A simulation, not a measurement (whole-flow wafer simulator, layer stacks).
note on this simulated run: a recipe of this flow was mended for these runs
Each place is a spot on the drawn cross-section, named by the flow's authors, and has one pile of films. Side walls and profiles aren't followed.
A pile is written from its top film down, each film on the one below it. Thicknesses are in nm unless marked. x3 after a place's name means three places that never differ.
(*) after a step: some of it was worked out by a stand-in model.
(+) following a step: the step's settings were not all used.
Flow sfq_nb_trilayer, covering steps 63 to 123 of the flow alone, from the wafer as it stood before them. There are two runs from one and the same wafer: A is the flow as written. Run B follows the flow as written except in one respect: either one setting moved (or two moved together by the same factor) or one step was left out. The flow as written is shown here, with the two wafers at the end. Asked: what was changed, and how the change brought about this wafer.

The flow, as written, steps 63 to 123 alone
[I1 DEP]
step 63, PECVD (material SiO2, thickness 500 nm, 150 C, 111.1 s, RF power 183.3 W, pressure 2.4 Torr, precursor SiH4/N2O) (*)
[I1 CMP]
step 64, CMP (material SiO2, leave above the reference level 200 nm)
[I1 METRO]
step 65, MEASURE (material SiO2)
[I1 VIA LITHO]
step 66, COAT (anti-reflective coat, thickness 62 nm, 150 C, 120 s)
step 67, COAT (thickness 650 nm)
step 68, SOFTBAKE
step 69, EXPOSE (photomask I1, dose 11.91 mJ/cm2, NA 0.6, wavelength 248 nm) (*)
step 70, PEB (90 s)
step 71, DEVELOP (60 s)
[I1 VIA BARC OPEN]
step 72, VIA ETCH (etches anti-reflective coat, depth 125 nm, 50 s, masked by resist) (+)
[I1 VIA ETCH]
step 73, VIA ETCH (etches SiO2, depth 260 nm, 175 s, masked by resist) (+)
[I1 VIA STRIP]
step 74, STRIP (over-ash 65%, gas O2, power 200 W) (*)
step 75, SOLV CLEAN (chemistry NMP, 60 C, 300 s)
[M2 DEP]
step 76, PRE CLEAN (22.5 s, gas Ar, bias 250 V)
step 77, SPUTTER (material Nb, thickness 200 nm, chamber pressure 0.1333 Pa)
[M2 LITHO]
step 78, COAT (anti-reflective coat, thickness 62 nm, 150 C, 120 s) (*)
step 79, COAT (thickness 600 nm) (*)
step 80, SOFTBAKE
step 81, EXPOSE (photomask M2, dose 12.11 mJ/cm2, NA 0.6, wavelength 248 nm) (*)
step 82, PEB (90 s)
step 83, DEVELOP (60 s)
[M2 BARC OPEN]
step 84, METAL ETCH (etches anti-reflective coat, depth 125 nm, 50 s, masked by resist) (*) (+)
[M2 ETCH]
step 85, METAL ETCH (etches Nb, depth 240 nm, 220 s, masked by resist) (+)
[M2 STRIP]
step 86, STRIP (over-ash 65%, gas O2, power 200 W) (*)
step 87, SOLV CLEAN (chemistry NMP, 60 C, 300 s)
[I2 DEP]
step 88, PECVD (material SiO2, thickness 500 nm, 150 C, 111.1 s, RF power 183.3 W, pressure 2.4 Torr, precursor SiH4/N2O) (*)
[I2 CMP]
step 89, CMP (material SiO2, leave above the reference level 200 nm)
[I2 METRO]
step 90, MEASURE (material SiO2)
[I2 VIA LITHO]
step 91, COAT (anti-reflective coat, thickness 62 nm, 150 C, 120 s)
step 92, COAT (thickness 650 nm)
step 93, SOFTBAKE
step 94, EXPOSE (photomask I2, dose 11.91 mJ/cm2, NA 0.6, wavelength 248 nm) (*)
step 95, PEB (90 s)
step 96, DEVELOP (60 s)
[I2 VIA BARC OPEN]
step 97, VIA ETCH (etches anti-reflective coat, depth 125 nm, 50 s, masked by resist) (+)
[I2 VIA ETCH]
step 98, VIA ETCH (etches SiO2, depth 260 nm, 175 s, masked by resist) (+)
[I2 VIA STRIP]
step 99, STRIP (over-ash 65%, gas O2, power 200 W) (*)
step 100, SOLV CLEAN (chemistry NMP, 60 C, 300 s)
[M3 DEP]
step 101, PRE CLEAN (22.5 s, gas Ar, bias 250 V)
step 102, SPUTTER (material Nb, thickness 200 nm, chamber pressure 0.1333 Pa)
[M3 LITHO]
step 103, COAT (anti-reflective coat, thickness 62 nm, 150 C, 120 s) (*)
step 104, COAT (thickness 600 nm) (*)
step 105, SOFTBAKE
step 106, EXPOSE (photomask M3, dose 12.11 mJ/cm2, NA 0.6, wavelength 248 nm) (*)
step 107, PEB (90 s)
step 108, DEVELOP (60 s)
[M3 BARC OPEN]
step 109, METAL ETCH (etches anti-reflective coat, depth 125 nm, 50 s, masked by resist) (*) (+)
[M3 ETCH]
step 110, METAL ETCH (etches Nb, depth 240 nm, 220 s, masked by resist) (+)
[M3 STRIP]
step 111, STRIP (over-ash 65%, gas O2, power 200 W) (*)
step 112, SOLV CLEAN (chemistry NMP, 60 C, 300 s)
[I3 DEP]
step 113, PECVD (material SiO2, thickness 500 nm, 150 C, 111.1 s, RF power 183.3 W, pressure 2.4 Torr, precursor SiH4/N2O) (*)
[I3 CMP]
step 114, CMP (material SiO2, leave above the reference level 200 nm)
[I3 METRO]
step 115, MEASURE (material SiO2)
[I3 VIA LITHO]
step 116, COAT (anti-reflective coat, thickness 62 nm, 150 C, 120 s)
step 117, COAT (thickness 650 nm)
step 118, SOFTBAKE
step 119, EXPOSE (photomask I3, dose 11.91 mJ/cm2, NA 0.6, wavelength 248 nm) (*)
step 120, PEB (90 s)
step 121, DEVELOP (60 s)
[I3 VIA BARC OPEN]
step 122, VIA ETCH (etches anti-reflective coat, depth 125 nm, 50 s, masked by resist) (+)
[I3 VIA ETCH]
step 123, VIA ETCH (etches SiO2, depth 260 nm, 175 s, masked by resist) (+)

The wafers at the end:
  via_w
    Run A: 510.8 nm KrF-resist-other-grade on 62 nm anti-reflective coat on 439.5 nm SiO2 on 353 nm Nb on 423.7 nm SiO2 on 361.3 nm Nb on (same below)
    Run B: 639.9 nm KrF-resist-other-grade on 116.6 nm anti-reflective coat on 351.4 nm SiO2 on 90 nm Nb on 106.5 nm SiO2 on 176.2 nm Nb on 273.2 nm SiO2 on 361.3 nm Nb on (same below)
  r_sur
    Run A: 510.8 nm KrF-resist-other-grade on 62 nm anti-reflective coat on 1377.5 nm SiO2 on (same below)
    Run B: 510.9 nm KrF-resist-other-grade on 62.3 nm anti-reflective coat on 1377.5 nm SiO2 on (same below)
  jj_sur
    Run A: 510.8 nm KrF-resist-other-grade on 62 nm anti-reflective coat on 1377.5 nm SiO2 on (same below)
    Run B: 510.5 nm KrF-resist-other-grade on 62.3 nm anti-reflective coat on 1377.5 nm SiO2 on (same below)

Cause: step 63, PECVD: 73.61 s was run, though the flow has 111.1 s.

How this came from the change, step by step:
  step 63, PECVD (material SiO2, thickness 500 nm, 150 C, 111.1 s, RF power 183.3 W, pressure 2.4 Torr, precursor SiH4/N2O) (*)
      field_l, be, be_sur and 72 more: A SiO2 gains 500 | B SiO2 gains 331.4
      v_sur, via_wl, via_wr and 20 more: A SiO2 gains 500 (new film) | B SiO2 gains 331.4 (new film)
      (also at 8 further places)
  step 64, CMP (material SiO2, leave above the reference level 200 nm)
      field_l, be, be_sur and 72 more: A SiO2 loses 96 | B nothing
      lsp_m, ln_m6, lsp_r, l0_sur, l0v: A SiO2 loses 90.8 | B nothing
      (also at 26 further places)
  step 66, COAT (anti-reflective coat, thickness 62 nm, 150 C, 120 s)
      gap, r_end, wl_a_m6, wl_b_m5: A anti-reflective coat gains 62 (new film) | B anti-reflective coat gains 60.5 (new film)
      wl_a_sr, wl_b_sl, wl_b_sr: A anti-reflective coat gains 62 (new film) | B anti-reflective coat gains 60.6 (new film)
      (also at 75 further places)
  step 67, COAT (thickness 650 nm)
      lsp_r, m5r_line_l, m5r_line_r: A KrF-resist-other-grade gains 650 (new film) | B KrF-resist-other-grade gains 666.1 (new film)
      be_sur, wl_f_sl: A KrF-resist-other-grade gains 650 (new film) | B KrF-resist-other-grade gains 663.8 (new film)
      (also at 20 further places)
  step 71, DEVELOP (60 s)
      via_v: A KrF-resist-other-grade loses 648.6 (all of it) | B KrF-resist-other-grade loses 618.1 (all of it)
  step 72, VIA ETCH (etches anti-reflective coat, depth 125 nm, 50 s, masked by resist) (+)
      via_v: A anti-reflective coat loses 62 (all of it), SiO2 loses 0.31 | B anti-reflective coat loses 66.8 (all of it), SiO2 loses 0.29
  step 74, STRIP (over-ash 65%, gas O2, power 200 W) (*)
      m0r_line_l x3: A KrF-resist-other-grade loses 510.8 (all of it), anti-reflective coat loses 62 (all of it) | B KrF-resist-other-grade loses 523.1 (all of it), anti-reflective coat loses 70.2 (all of it)
      m0r_space_l, m6r_space_l x2: A KrF-resist-other-grade loses 510.8 (all of it), anti-reflective coat loses 62 (all of it) | B KrF-resist-other-grade loses 513.7 (all of it), anti-reflective coat loses 81.6 (all of it)
      (also at 78 further places)
  step 77, SPUTTER (material Nb, thickness 200 nm, chamber pressure 0.1333 Pa)
      be, lsp_l: A Nb gains 200 (new film) | B Nb gains 193.6 (new film)
      via_w: A Nb gains 200 (new film) | B Nb gains 176.2 (new film)
  step 78, COAT (anti-reflective coat, thickness 62 nm, 150 C, 120 s) (*)
      p4_w1, wl_a_sr, wl_b_sl, wl_b_sr: A anti-reflective coat gains 62 (new film) | B anti-reflective coat gains 60.4 (new film)
      p3_fr, m0r_line_r x3: A anti-reflective coat gains 62 (new film) | B anti-reflective coat gains 67.9 (new film)
      (also at 71 further places)
  step 79, COAT (thickness 600 nm) (*)
      m5r_line_l, m5r_line_r: A KrF-resist-other-grade gains 600 (new film) | B KrF-resist-other-grade gains 614.4 (new film)
      m5r_linepad_l, m5r_linepad_r: A KrF-resist-other-grade gains 600 (new film) | B KrF-resist-other-grade gains 585.5 (new film)
      (also at 21 further places)
  step 83, DEVELOP (60 s)
      m5r_line_l, m5r_line_r: A KrF-resist-other-grade loses 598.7 (all of it) | B KrF-resist-other-grade loses 613.2 (all of it)
      m5r_linepad_l, m5r_linepad_r: A KrF-resist-other-grade loses 598.7 (all of it) | B KrF-resist-other-grade loses 584.3 (all of it)
      (also at 14 further places)
  step 84, METAL ETCH (etches anti-reflective coat, depth 125 nm, 50 s, masked by resist) (*) (+)
      p3_fr, m0r_line_r x3: A anti-reflective coat loses 62 (all of it) | B anti-reflective coat loses 67.9 (all of it)
      m0r_line_l x3: A anti-reflective coat loses 62 (all of it) | B anti-reflective coat loses 67.8 (all of it)
      (also at 53 further places)
  step 85, METAL ETCH (etches Nb, depth 240 nm, 220 s, masked by resist) (+)
      be, lsp_l: A Nb loses 200 (all of it), SiO2 loses 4 | B Nb loses 193.6 (all of it), SiO2 loses 4.64
  step 86, STRIP (over-ash 65%, gas O2, power 200 W) (*)
      v_sur: A KrF-resist-other-grade loses 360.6 (all of it), anti-reflective coat loses 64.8 (all of it) | B KrF-resist-other-grade loses 340.5 (all of it), anti-reflective coat loses 40.6 (all of it)
      via_wl: A KrF-resist-other-grade loses 357.4 (all of it), anti-reflective coat loses 67.7 (all of it) | B KrF-resist-other-grade loses 353.6 (all of it), anti-reflective coat loses 25 (all of it)
      (also at 20 further places)
  step 88, PECVD (material SiO2, thickness 500 nm, 150 C, 111.1 s, RF power 183.3 W, pressure 2.4 Torr, precursor SiH4/N2O) (*)
      via_w: A SiO2 gains 500 (new film) | B SiO2 gains 531.4 (new film)
  step 89, CMP (material SiO2, leave above the reference level 200 nm)
      field_l, be_sur, gap and 72 more: A SiO2 loses 96 | B SiO2 loses 23.4
      lsp_m, ln_m6, lsp_r, l0_sur, l0v: A SiO2 loses 96 | B SiO2 loses 20
      (also at 3 further places)
  ... 12 further steps ...
  step 122, VIA ETCH (etches anti-reflective coat, depth 125 nm, 50 s, masked by resist) (+)
      via_v: A anti-reflective coat loses 62 (all of it), SiO2 loses 0.31 | B anti-reflective coat loses 71 (all of it), SiO2 loses 0.27
Taking metal films that touch as one body, via_w has 3 bodies (between them, from the top down: SiO2 106.5; SiO2 273.2); the flow as written gives 2 bodies (between them, from the top down: SiO2 423.7).
